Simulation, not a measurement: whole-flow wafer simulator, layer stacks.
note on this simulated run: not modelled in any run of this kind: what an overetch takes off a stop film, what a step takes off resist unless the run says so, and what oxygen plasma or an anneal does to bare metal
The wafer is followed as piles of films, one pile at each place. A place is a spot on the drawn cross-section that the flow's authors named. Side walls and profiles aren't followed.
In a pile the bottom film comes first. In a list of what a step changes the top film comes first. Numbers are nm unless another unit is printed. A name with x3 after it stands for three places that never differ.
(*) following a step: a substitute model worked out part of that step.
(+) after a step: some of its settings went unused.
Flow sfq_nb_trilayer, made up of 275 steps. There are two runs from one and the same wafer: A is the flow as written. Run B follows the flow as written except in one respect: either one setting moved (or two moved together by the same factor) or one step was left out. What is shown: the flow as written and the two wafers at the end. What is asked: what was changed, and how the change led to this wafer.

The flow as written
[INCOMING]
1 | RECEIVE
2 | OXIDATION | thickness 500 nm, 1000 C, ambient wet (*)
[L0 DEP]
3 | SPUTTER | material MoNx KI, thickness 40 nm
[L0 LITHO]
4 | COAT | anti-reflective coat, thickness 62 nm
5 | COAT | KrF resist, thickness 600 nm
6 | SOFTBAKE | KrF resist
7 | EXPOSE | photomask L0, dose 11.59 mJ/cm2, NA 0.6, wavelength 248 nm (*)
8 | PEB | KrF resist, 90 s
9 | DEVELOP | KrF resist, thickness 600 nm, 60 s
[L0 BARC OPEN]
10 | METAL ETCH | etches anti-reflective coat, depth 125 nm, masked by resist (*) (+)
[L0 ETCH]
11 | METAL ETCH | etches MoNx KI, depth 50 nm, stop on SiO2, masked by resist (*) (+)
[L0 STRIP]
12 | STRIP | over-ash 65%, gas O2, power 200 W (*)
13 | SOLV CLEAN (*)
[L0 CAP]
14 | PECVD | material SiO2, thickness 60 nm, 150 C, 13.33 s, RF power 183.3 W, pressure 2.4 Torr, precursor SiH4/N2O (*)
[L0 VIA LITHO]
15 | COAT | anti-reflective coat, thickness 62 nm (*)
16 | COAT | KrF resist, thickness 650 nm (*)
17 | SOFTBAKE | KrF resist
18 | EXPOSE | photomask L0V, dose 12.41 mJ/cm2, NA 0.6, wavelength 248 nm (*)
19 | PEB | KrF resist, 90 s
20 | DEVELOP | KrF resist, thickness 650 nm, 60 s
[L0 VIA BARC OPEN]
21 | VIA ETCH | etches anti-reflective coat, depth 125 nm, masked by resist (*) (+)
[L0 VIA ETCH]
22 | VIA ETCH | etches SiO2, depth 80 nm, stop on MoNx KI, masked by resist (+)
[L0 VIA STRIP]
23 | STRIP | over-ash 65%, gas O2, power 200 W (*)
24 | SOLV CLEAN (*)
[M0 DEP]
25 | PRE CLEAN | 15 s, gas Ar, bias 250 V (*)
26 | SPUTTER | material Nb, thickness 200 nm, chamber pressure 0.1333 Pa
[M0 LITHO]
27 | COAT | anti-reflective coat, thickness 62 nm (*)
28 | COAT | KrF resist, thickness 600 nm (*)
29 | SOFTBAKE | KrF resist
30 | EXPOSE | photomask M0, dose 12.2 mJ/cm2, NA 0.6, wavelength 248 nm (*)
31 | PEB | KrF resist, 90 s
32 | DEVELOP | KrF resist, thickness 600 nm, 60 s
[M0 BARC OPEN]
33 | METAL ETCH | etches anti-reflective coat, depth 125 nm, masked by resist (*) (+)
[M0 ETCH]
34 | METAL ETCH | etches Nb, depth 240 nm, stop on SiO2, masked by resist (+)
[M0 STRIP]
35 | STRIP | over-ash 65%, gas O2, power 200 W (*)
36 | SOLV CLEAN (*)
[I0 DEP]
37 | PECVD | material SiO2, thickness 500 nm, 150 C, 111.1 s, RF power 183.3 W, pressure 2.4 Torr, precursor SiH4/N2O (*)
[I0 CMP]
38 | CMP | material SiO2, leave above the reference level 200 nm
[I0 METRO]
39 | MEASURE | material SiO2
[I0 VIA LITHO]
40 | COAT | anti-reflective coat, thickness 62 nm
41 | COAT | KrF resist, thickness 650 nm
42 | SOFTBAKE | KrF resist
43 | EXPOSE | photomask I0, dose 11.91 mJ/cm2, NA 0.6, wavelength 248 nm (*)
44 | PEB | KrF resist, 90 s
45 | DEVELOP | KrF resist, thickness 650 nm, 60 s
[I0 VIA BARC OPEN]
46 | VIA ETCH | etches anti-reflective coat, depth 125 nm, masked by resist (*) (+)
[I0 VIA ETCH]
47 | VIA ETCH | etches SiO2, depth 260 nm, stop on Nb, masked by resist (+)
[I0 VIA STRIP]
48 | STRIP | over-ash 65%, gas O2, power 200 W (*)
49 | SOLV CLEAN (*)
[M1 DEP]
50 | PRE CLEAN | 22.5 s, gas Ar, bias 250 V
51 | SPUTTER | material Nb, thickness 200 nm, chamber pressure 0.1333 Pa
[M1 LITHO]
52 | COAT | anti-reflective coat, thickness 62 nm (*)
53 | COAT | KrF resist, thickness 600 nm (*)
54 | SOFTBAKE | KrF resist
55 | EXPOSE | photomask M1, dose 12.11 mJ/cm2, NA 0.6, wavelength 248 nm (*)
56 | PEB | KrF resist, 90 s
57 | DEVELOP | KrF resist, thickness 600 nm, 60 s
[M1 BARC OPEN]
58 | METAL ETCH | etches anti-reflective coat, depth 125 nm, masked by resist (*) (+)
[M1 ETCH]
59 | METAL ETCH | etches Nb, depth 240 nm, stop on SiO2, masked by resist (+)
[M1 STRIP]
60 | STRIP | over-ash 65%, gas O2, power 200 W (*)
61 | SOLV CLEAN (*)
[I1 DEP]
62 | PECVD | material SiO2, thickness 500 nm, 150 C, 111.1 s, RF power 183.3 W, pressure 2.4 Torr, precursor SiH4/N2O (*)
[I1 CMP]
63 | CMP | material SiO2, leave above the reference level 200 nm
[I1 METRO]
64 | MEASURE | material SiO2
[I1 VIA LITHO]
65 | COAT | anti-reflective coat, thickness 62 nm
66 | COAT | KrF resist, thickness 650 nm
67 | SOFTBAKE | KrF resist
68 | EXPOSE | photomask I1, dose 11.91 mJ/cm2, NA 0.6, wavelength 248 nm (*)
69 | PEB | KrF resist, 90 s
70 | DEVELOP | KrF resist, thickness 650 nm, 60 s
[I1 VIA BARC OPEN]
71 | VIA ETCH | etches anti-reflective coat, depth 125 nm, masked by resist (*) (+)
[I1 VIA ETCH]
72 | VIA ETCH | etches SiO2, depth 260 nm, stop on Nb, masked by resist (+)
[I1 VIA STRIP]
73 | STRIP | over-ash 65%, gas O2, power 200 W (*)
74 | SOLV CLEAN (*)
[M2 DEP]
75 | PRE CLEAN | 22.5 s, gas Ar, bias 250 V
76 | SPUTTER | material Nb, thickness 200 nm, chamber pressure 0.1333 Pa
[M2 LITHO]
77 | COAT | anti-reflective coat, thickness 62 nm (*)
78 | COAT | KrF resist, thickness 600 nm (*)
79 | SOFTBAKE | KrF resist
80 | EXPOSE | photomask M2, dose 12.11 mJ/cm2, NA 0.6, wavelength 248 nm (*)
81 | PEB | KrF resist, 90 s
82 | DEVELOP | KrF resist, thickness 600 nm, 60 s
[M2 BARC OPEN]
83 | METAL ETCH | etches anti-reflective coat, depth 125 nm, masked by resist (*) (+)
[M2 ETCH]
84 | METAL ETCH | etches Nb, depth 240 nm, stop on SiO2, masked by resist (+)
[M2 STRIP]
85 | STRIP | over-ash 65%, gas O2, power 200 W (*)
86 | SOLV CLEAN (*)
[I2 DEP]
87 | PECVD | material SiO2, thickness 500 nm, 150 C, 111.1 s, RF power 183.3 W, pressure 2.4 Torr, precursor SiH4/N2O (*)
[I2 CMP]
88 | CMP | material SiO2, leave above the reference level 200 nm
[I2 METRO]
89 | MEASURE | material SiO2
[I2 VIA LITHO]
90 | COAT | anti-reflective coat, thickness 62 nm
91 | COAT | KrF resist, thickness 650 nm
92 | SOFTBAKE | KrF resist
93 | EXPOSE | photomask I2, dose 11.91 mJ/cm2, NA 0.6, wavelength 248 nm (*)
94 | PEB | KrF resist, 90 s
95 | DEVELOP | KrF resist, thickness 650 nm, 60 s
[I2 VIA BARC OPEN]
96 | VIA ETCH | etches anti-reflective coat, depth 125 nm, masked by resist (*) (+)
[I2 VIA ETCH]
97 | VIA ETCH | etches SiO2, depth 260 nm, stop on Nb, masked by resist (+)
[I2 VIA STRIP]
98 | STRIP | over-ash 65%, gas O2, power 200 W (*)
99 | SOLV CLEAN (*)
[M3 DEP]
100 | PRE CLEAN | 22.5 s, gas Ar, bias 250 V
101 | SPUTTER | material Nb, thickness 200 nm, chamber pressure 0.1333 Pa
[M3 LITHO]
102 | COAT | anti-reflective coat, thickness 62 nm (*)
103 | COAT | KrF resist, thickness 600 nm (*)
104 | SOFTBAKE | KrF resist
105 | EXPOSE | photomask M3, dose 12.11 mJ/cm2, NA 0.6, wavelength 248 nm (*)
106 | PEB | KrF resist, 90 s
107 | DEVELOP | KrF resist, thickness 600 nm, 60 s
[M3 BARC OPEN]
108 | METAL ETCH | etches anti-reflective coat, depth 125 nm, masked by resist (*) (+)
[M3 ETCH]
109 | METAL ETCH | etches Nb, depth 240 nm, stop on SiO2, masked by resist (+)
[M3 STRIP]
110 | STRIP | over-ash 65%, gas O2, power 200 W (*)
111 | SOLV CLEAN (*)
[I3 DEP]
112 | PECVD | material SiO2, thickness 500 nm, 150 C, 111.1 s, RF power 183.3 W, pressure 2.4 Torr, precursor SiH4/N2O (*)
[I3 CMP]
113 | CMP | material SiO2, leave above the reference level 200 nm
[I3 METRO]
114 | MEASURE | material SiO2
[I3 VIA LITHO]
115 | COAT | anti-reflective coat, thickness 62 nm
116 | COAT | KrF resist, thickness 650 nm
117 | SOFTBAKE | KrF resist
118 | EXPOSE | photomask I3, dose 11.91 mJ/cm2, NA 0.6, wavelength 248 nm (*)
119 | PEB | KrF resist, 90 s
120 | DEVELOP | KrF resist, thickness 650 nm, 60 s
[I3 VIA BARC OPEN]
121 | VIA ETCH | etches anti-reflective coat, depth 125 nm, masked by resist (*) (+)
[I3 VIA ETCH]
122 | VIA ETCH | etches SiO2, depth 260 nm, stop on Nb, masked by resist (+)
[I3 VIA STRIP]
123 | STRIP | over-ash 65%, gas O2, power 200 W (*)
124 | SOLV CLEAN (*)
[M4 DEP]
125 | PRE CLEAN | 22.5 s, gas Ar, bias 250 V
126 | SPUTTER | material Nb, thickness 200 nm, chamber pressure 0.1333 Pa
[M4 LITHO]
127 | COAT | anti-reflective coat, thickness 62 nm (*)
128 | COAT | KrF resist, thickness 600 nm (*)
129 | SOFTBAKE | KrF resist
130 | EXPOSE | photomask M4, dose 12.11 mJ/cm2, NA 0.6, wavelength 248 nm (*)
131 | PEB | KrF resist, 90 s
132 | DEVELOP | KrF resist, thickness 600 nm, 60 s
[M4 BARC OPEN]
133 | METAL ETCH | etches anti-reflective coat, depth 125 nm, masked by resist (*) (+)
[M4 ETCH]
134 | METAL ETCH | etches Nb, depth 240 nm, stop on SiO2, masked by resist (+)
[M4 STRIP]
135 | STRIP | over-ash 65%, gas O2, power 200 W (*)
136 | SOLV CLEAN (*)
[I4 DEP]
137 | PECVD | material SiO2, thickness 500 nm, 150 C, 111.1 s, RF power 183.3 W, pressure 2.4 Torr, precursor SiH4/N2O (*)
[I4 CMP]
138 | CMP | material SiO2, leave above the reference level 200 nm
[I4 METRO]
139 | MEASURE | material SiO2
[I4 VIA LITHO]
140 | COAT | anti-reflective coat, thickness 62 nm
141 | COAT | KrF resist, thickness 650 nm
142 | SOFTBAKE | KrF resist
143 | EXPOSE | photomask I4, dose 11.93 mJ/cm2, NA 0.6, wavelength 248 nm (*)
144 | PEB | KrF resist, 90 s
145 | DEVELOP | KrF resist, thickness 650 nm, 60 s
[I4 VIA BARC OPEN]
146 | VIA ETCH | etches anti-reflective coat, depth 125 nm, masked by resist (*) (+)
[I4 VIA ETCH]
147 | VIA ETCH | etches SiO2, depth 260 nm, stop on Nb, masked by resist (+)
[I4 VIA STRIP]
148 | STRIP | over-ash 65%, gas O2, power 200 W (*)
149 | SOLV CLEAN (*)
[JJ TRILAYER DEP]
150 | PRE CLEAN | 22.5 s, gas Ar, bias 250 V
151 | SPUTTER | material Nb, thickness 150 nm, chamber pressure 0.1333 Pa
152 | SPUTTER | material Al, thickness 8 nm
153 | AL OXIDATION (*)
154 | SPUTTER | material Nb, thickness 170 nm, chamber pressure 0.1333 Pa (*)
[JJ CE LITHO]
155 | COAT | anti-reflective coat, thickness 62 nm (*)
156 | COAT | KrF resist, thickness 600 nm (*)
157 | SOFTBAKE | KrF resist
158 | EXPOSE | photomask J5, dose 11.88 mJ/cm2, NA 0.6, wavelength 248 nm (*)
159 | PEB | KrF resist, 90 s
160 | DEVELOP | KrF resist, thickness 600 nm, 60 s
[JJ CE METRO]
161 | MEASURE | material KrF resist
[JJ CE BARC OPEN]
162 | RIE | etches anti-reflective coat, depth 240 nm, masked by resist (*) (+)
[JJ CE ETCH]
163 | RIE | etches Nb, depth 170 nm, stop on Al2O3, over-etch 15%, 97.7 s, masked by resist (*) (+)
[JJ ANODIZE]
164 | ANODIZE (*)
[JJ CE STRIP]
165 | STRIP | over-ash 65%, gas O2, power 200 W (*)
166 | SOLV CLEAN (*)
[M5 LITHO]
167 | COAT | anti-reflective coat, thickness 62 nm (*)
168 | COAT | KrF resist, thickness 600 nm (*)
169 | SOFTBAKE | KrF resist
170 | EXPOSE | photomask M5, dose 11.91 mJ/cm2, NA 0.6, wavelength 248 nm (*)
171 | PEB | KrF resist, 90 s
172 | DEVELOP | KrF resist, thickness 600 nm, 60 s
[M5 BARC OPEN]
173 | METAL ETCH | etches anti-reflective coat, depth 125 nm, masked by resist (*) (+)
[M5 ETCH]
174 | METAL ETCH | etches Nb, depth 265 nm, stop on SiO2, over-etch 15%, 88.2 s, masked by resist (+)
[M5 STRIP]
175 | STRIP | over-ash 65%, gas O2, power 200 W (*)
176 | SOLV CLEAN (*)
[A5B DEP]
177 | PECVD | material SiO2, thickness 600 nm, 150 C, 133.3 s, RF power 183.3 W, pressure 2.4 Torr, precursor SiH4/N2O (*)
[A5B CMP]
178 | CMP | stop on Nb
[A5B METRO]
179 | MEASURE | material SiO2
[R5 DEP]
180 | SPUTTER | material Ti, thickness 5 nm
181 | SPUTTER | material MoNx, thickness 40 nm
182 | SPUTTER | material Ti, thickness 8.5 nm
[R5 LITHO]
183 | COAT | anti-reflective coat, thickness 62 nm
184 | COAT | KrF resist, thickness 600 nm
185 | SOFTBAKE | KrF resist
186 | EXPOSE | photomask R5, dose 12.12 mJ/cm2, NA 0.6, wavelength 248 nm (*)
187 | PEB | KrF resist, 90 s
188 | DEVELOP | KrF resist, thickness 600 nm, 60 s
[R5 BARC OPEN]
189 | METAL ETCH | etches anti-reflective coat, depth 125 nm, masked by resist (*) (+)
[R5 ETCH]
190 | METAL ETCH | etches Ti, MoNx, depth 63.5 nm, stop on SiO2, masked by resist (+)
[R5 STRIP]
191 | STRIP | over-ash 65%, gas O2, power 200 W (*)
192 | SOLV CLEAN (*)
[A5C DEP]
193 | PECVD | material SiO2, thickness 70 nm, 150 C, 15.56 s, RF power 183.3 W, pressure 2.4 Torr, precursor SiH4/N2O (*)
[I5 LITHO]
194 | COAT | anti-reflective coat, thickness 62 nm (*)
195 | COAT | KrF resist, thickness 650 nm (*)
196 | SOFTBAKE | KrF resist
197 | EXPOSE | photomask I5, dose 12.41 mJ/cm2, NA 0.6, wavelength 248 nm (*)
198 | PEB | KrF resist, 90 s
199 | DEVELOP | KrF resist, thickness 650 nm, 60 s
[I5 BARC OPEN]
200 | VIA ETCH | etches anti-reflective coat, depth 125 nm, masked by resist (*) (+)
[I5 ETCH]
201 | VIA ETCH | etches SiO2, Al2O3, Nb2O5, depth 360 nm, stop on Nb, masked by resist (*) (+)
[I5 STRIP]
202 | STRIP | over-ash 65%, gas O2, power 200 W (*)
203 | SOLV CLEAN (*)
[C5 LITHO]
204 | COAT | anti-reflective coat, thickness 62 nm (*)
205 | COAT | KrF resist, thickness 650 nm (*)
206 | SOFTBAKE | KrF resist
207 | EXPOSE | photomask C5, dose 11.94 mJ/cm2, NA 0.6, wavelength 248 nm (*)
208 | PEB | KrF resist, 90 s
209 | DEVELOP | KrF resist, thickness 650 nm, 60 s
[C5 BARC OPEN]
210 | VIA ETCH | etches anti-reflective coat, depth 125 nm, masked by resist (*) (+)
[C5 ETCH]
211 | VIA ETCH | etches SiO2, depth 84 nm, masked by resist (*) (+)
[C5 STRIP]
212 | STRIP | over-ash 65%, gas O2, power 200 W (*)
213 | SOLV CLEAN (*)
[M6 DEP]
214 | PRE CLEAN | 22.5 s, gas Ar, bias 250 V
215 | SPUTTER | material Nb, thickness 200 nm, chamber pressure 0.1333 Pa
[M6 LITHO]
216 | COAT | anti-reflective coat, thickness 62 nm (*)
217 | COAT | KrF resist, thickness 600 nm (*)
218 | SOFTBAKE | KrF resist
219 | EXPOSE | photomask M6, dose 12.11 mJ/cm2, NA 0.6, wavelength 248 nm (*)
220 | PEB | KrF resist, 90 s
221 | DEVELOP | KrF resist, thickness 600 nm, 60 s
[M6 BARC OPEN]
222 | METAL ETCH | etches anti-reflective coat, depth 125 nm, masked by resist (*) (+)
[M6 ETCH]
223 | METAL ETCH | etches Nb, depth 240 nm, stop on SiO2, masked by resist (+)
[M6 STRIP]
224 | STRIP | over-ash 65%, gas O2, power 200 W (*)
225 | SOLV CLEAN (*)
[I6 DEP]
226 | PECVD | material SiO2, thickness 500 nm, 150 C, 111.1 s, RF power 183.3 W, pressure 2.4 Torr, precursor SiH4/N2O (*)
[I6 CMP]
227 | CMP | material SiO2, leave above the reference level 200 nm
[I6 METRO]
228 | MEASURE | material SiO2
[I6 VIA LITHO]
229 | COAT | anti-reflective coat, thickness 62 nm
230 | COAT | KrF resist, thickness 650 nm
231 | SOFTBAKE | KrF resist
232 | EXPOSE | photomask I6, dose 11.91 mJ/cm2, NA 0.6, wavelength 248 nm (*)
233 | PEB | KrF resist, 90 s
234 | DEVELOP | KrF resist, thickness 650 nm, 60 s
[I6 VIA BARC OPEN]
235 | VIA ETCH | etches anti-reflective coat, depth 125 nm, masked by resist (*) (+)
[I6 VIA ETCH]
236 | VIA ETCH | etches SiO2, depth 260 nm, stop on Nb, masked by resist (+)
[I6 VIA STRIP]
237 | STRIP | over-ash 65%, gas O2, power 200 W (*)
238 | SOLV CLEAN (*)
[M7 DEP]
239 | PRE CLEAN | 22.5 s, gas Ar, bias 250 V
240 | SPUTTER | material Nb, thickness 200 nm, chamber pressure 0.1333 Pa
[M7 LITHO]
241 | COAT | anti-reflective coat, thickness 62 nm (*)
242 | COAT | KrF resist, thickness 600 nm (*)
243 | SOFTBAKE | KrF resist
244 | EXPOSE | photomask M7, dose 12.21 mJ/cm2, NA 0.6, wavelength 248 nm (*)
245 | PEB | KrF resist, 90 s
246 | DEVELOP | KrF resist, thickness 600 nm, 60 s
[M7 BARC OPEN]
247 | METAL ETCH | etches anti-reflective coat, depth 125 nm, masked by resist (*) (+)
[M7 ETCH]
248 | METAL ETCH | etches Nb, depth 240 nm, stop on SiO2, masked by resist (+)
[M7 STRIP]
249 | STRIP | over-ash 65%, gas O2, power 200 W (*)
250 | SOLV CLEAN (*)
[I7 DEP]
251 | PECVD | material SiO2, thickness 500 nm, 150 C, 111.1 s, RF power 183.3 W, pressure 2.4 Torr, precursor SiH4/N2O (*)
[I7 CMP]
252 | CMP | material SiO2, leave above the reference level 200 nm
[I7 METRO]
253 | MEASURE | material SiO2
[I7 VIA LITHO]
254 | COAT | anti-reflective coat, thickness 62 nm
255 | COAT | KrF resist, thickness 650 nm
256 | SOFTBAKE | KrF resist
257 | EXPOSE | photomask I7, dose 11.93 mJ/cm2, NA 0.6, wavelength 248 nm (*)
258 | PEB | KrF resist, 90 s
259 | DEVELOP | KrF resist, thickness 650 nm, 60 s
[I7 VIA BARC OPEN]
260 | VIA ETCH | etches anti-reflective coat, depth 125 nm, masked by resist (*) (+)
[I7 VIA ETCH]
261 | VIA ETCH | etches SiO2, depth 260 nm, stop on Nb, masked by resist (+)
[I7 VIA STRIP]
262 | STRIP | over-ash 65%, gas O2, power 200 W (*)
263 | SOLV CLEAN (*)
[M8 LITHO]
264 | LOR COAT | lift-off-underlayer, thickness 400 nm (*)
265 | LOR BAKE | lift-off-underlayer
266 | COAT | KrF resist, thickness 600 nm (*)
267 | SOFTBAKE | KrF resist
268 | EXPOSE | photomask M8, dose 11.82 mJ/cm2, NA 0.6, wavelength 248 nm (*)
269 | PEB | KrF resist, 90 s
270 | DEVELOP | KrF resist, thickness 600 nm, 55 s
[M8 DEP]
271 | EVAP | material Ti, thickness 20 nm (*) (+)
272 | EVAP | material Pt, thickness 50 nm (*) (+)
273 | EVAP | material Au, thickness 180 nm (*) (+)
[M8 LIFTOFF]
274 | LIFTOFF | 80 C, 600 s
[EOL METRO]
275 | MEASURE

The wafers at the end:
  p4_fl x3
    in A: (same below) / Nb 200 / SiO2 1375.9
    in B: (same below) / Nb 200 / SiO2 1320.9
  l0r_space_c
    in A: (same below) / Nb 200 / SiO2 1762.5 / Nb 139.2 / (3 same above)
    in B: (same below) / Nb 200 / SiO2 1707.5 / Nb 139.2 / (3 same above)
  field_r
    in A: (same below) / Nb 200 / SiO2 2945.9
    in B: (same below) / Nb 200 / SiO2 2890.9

What caused this: step 138, CMP: leave above the reference level 145 nm was run, though the flow has leave above the reference level 200 nm.

The path from the change to this, step by step:
  138 | CMP | material SiO2, leave above the reference level 200 nm
      field_l, be, be_sur and 55 more: A SiO2 loses 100 | B SiO2 loses 155
      v_sur, via_wl, via_w and 35 more: A SiO2 loses 300 | B SiO2 loses 355
      (as well as at 10 more places)
  147 | VIA ETCH | etches SiO2, depth 260 nm, stop on Nb, masked by resist (+)
      field_l, v_sur, via_sp and 100 more: A KrF resist loses 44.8 | B KrF resist loses 37.5
      via_wl, via_w, via_wr: A SiO2 loses 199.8 (all of it) | B SiO2 loses 144.8 (all of it)
  151 | SPUTTER | material Nb, thickness 150 nm, chamber pressure 0.1333 Pa
      via_wl, via_w, via_wr: A Nb gains 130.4 | B Nb gains 136.8
  154 | SPUTTER | material Nb, thickness 170 nm, chamber pressure 0.1333 Pa (*)
      via_wl, via_wr: A Nb gains 140.7 (new film) | B Nb gains 150.3 (new film)
      via_w: A Nb gains 141 (new film) | B Nb gains 150.6 (new film)
  155 | COAT | anti-reflective coat, thickness 62 nm (*)
      via_wl, via_wr: A anti-reflective coat gains 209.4 (new film) | B anti-reflective coat gains 159.2 (new film)
      v_sur: A anti-reflective coat gains 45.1 (new film) | B anti-reflective coat gains 47.3 (new film)
      (as well as at 2 more places)
  156 | COAT | KrF resist, thickness 600 nm (*)
      via_w: A KrF resist gains 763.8 (new film) | B KrF resist gains 711.7 (new film)
  160 | DEVELOP | KrF resist, thickness 600 nm, 60 s
      via_w: A KrF resist loses 762.1 (all of it) | B KrF resist loses 710.1 (all of it)
  162 | RIE | etches anti-reflective coat, depth 240 nm, masked by resist (*) (+)
      ce_l, c5j, ce_r, wl_jj: A KrF resist loses 209.4 | B KrF resist loses 159.2
      via_wl, via_wr: A anti-reflective coat loses 209.4 (all of it) | B anti-reflective coat loses 159.2 (all of it)
      (as well as at 3 more places)
  163 | RIE | etches Nb, depth 170 nm, stop on Al2O3, over-etch 15%, 97.7 s, masked by resist (*) (+)
      via_wl, via_wr: A Nb loses 140.7 (all of it), Al2O3 loses 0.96 (all of it) | B Nb loses 150.3 (all of it), Al2O3 loses 0.96 (all of it)
      via_w: A Nb loses 141 (all of it), Al2O3 loses 0.96 (all of it) | B Nb loses 150.6 (all of it), Al2O3 loses 0.96 (all of it)
  164 | ANODIZE (*)
      via_w: A Al2O3 gains 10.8 (new film), Nb2O5 gains 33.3 (new film), Al loses 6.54 (all of it), Nb loses 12 | B Al2O3 gains 11.4 (new film), Nb2O5 gains 32.3 (new film), Al loses 6.9 (all of it), Nb loses 11.6
  165 | STRIP | over-ash 65%, gas O2, power 200 W (*)
      c5j, ce_r: A KrF resist loses 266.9 (all of it), anti-reflective coat loses 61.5 (all of it) | B KrF resist loses 317.4 (all of it), anti-reflective coat loses 61.6 (all of it)
      ce_l: A KrF resist loses 266.8 (all of it), anti-reflective coat loses 61.4 (all of it) | B KrF resist loses 317.3 (all of it), anti-reflective coat loses 61.6 (all of it)
      (as well as at 1 more place)
  167 | COAT | anti-reflective coat, thickness 62 nm (*)
      via_wl: A anti-reflective coat gains 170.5 (new film) | B anti-reflective coat gains 123.5 (new film)
      via_w: A anti-reflective coat gains 84.1 (new film) | B anti-reflective coat gains 74.9 (new film)
      (as well as at 1 more place)
  168 | COAT | KrF resist, thickness 600 nm (*)
      via_w: A KrF resist gains 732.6 (new film) | B KrF resist gains 695.7 (new film)
  175 | STRIP | over-ash 65%, gas O2, power 200 W (*)
      v_sur: A KrF resist loses 349.2 (all of it), anti-reflective coat loses 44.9 (all of it) | B KrF resist loses 358.6 (all of it), anti-reflective coat loses 44.2 (all of it)
      via_wl: A KrF resist loses 427 (all of it), anti-reflective coat loses 170.5 (all of it) | B KrF resist loses 424.9 (all of it), anti-reflective coat loses 123.5 (all of it)
      (as well as at 2 more places)
  178 | CMP | stop on Nb
      via_wl, via_wr: A SiO2 loses 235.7 | B SiO2 loses 297.1
      via_w: A SiO2 loses 235.2 | B SiO2 loses 296.5
